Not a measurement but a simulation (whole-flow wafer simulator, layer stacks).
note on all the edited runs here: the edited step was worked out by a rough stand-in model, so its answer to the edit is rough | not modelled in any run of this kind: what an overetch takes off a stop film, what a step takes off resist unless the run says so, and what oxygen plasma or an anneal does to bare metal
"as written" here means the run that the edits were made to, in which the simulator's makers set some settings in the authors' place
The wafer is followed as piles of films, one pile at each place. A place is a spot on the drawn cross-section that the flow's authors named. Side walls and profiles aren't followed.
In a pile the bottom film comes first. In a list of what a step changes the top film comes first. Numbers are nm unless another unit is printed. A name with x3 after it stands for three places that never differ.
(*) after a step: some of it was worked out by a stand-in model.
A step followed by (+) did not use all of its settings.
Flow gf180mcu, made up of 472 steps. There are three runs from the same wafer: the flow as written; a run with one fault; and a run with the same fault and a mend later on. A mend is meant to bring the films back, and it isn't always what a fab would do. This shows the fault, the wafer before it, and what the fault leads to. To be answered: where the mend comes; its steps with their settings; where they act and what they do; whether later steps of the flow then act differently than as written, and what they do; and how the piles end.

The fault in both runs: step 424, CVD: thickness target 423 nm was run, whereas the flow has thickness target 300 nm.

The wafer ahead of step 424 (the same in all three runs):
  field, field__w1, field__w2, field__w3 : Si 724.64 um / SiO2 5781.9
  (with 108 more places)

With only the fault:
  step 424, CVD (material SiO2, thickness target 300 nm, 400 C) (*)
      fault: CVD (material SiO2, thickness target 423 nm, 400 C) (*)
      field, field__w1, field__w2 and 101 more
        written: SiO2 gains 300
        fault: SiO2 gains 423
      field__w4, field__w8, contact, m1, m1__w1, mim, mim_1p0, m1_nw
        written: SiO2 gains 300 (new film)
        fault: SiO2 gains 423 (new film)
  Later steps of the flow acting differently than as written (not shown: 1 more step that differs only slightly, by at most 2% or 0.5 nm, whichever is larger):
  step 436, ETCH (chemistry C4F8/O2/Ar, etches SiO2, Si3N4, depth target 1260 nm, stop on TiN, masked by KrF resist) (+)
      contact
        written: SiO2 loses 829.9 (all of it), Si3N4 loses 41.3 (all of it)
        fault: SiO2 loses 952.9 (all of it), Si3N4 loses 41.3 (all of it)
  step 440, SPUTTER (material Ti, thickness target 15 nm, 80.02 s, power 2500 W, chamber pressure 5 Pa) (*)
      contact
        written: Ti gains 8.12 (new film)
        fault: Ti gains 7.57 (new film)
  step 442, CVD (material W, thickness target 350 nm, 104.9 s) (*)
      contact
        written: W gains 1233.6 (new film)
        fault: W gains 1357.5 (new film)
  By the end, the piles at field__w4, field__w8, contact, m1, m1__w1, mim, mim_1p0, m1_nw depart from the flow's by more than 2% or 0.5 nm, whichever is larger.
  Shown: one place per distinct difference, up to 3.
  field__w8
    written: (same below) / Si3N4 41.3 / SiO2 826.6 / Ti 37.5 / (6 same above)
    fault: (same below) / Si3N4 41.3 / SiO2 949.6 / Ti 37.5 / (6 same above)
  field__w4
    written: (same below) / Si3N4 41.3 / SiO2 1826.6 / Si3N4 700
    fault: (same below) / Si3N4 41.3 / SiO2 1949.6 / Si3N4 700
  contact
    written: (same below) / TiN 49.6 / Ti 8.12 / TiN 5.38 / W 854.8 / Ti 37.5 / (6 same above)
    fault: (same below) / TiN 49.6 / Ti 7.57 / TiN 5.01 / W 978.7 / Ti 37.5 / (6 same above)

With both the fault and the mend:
  After step 424 comes the mend.
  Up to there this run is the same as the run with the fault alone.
  step 424a, WET ETCH (chemistry dHF, depth target 123 nm, 25 C, dilution 100:1) (a further turn of the flow's step 17, with different settings)
      field, field__w1, field__w2 and 109 more
        SiO2 loses 123
  None of the later steps of the flow acts differently than as written at any place that is followed.
  At every place that both follow, the piles at the end match the flow's.
